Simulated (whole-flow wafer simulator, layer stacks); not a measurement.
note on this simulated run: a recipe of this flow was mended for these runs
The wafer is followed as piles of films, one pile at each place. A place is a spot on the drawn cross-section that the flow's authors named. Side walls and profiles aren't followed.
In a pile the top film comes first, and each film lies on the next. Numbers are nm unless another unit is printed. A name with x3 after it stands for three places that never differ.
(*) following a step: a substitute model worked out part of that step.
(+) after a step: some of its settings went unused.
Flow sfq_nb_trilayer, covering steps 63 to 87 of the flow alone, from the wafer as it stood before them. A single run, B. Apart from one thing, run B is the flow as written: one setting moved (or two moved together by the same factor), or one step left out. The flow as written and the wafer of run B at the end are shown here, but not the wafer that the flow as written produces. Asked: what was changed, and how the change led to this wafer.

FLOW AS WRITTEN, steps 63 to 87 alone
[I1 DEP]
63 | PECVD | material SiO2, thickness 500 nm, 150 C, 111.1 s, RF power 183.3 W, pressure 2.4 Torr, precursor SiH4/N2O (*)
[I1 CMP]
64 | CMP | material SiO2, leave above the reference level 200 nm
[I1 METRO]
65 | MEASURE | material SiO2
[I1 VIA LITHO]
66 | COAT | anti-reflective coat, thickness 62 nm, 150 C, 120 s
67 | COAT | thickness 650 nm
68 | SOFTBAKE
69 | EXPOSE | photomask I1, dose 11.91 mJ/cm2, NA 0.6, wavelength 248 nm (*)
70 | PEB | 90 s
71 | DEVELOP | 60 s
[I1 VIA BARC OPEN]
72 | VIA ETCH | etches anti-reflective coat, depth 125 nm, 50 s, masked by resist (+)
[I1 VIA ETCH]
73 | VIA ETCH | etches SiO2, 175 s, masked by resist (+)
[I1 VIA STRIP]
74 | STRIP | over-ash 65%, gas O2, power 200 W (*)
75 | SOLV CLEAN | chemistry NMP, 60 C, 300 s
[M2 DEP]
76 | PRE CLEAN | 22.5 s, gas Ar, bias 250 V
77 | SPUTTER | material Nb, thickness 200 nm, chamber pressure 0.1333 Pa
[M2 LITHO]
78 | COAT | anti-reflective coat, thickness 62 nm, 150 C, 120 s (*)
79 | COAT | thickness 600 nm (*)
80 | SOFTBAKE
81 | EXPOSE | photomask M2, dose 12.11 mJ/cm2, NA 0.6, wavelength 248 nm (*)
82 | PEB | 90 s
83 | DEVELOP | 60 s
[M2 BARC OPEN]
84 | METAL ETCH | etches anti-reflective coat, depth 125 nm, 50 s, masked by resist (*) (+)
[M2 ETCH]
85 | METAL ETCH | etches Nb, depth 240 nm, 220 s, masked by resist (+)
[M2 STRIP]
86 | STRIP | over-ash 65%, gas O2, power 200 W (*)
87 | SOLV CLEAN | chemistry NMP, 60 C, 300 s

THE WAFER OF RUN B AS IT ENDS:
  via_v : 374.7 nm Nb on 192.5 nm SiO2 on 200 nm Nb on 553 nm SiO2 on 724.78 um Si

Cause: step 73, VIA ETCH: 130 s was run, whereas the flow has 175 s.

Step by step, how the change led to this:
  73 | VIA ETCH | etches SiO2, 175 s, masked by resist (+)
      via_v: -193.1 SiO2 (in the flow as written it would be: -199.7 SiO2 (all of it), -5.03 Nb)
      field_l, v_sur, via_wl and 102 more: -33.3 KrF-resist-other-grade (in the flow as written it would be: -44.8 KrF-resist-other-grade)
  74 | STRIP | over-ash 65%, gas O2, power 200 W (*)
      field_l, v_sur, via_wl and 102 more: -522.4 KrF-resist-other-grade (all of it), -62 anti-reflective coat (all of it) (in the flow as written it would be: -510.8 KrF-resist-other-grade (all of it), -62 anti-reflective coat (all of it))
  76 | PRE CLEAN | 22.5 s, gas Ar, bias 250 V
      via_v: -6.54 SiO2 (all of it), -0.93 Nb (in the flow as written it would be: -6.45 Nb)
